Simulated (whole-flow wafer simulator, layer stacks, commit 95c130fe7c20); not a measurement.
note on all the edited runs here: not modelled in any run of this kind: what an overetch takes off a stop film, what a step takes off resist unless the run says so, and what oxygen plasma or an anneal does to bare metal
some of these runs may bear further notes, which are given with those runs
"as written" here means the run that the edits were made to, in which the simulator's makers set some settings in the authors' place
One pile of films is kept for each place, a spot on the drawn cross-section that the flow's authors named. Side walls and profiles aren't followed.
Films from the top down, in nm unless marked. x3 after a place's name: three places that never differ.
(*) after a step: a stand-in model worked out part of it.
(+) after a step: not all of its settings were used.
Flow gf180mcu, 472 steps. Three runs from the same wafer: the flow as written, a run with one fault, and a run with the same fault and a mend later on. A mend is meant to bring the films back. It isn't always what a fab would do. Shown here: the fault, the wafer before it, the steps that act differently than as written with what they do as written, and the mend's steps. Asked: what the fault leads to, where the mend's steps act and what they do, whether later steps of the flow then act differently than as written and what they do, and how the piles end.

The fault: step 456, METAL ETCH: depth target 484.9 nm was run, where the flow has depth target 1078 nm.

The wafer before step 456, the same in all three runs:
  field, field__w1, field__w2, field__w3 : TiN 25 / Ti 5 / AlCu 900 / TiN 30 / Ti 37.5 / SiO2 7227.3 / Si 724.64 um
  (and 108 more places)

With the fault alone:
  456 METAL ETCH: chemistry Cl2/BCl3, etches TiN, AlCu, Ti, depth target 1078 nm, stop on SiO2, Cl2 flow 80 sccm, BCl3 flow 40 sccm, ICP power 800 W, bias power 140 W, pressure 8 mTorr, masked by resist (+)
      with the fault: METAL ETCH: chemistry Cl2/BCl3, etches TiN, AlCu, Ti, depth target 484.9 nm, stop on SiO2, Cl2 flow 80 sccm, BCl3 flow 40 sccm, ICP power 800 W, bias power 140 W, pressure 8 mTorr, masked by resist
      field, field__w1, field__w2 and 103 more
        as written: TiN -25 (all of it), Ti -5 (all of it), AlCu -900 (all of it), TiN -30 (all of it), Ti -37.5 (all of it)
        with the fault: TiN -25 (all of it), Ti -5 (all of it), AlCu -454.9
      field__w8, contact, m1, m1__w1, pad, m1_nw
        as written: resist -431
        with the fault: resist -194
  Later steps of the flow that act differently than as written:
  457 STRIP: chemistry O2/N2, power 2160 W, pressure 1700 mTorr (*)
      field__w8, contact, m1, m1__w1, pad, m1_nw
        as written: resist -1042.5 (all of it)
        with the fault: resist -1279.5 (all of it)
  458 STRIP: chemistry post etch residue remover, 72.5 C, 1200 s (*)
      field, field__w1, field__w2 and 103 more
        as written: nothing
        with the fault: AlCu -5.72
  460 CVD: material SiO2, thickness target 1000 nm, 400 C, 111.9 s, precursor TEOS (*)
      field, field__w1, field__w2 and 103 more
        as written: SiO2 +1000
        with the fault: SiO2 +1000 (new film)
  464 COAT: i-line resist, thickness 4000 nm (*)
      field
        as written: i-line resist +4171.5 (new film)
        with the fault: i-line resist +4069.8 (new film)
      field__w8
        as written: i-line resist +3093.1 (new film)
        with the fault: i-line resist +3547.4 (new film)
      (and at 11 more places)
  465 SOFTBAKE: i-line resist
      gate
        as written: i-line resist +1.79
        with the fault: i-line resist -1.2
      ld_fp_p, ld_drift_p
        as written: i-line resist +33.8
        with the fault: i-line resist +13
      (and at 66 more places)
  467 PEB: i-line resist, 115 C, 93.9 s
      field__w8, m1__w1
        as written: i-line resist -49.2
        with the fault: i-line resist -58.5
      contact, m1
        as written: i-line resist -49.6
        with the fault: i-line resist -58.7
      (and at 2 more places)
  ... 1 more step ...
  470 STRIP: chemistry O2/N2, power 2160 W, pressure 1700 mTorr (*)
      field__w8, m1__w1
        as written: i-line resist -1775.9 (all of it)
        with the fault: i-line resist -2261.9 (all of it)
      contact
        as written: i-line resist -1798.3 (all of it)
        with the fault: i-line resist -2269.7 (all of it)
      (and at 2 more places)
  At the end the piles differ from the flow's by more than 2% or 0.5 nm, whichever is larger, at field, field__w1, field__w2 and 103 more.
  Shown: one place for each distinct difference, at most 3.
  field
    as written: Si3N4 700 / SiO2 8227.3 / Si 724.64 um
    with the fault: Si3N4 700 / SiO2 1000 / AlCu 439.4 / TiN 30 / Ti 37.5 / SiO2 7227.3 / Si 724.64 um
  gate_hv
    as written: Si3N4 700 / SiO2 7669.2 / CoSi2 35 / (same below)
    with the fault: Si3N4 700 / SiO2 1000 / AlCu 439.4 / TiN 30 / Ti 37.5 / SiO2 6669.2 / CoSi2 35 / (same below)
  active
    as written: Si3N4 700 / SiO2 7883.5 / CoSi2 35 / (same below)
    with the fault: Si3N4 700 / SiO2 1000 / AlCu 439.4 / TiN 30 / Ti 37.5 / SiO2 6883.5 / CoSi2 35 / (same below)

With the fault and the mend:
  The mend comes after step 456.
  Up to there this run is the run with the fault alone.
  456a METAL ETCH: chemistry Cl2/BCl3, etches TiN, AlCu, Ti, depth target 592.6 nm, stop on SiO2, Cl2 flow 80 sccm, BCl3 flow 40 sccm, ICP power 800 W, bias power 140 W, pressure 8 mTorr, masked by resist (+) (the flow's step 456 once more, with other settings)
      field, field__w1, field__w2 and 103 more
        AlCu -445.1 (all of it), TiN -30 (all of it), Ti -37.5 (all of it)
      field__w8, contact, m1, m1__w1, pad, m1_nw
        resist -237
  No later step of the flow acts differently than as written at any place that is followed.
  At the end the piles are the same as the flow's at every place that both follow.
